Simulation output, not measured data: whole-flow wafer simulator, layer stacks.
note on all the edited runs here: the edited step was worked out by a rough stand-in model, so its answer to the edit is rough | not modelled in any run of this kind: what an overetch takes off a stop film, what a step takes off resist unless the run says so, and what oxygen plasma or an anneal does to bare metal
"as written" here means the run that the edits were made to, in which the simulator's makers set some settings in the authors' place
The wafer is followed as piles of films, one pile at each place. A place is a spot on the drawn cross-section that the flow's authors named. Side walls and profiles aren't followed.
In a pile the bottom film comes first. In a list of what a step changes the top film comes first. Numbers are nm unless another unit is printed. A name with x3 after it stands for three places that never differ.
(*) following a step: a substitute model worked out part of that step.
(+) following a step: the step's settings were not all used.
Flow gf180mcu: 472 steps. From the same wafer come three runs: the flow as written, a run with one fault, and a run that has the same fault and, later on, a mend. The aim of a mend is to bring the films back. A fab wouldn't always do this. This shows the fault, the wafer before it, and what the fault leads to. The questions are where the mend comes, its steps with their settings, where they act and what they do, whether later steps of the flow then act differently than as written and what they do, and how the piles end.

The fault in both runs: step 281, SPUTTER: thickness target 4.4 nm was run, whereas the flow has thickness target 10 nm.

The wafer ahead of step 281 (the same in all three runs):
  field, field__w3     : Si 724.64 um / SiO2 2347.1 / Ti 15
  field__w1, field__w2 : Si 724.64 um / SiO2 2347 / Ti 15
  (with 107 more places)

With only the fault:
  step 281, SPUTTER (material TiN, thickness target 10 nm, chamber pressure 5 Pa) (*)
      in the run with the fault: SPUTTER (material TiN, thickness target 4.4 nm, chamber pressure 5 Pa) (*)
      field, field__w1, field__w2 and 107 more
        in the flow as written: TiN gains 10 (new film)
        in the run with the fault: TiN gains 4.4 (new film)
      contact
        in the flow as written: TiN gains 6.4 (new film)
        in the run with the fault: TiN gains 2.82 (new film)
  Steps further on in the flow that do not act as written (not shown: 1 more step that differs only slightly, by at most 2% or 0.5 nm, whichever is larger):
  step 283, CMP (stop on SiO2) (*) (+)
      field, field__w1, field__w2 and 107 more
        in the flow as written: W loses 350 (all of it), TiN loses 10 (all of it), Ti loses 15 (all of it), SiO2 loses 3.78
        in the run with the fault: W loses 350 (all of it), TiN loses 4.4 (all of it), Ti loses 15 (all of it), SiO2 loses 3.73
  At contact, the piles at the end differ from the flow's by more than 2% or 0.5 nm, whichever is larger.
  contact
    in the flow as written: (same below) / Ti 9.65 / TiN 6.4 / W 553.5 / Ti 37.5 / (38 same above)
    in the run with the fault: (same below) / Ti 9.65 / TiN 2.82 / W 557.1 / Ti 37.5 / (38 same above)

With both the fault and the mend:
  After step 281 comes the mend.
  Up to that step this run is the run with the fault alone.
  step 281a, SPUTTER (material TiN, thickness target 5.6 nm, chamber pressure 5 Pa) (*) (the flow's step 281 again, with other settings)
      field, field__w1, field__w2 and 107 more
        TiN gains 5.6
      contact
        TiN gains 3.58
  Every later step of the flow that is run acts as written at every place that is followed.
  By the end, the piles equal the flow's at every place that both follow.
